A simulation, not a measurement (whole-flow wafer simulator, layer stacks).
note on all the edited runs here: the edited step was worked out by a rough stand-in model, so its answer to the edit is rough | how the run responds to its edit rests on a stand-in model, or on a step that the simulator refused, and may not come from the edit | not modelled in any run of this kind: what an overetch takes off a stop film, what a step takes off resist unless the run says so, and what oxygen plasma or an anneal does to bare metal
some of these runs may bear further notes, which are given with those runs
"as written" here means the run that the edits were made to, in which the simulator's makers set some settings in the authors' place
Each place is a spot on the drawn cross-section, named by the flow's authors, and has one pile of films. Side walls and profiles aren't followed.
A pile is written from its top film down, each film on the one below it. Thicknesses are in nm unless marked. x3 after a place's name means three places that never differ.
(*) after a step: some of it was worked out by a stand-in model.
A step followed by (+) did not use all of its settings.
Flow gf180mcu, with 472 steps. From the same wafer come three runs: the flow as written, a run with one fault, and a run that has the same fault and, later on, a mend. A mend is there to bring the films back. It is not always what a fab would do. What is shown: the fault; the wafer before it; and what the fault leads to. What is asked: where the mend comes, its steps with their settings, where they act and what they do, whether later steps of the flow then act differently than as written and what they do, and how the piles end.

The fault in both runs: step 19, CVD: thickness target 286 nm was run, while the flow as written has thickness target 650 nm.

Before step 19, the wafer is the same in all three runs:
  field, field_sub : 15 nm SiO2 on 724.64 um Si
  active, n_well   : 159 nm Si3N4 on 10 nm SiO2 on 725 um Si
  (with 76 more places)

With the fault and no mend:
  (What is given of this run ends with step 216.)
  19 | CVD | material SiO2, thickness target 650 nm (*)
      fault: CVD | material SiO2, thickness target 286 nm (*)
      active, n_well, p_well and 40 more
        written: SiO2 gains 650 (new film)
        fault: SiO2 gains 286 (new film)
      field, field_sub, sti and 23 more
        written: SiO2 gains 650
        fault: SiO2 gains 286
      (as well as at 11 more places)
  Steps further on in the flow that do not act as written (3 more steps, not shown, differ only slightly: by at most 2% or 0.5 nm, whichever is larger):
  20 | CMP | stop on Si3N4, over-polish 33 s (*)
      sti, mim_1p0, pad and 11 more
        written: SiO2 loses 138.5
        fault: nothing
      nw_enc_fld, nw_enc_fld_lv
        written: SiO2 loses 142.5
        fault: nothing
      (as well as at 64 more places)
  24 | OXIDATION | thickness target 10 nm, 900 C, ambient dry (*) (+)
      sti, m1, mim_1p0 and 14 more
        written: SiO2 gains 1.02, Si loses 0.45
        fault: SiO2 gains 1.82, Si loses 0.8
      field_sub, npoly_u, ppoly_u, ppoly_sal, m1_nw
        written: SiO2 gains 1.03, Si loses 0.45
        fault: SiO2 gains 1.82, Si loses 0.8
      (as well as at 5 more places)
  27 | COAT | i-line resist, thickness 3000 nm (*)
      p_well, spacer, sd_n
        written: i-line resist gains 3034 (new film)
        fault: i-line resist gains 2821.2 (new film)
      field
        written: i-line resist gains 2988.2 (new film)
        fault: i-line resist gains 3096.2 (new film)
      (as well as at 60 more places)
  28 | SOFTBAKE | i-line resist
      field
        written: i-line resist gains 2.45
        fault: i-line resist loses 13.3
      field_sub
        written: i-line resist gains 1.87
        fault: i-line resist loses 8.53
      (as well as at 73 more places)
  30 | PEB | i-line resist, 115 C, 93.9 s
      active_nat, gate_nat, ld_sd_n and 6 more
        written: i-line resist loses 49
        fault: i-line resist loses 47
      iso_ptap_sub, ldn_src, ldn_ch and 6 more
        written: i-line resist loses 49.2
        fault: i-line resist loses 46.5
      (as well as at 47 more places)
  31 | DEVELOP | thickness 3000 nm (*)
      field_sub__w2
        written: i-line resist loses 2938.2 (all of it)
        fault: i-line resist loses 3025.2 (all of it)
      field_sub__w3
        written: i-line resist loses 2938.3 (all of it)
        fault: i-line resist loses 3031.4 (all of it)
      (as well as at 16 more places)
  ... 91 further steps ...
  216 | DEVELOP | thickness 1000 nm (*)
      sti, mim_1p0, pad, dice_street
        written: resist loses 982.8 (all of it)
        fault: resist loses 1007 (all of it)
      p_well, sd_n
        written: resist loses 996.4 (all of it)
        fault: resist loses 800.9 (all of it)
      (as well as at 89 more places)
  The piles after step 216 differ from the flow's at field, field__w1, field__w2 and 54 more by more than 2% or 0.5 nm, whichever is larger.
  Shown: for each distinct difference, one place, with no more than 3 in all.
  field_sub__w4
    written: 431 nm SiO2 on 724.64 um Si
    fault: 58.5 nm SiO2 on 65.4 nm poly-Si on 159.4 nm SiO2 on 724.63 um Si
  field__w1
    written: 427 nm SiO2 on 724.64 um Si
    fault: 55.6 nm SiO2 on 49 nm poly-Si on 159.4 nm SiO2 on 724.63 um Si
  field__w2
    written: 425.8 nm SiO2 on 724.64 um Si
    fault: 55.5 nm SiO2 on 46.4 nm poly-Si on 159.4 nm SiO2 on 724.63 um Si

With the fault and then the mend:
  The mend stands after step 19.
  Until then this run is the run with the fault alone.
  19a | CVD | material SiO2, thickness target 364 nm (*) (the flow's step 19 again, with other settings)
      field, field_sub, active and 76 more
        SiO2 gains 364
      m1
        SiO2 gains 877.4
  None of the later steps of the flow differs from how it acts as written, at any place that is followed, by more than 2% or 0.5 nm, whichever is larger.
  The piles end only slightly different from the flow's at the places that both follow, by no more than 2% or 0.5 nm, whichever is larger.
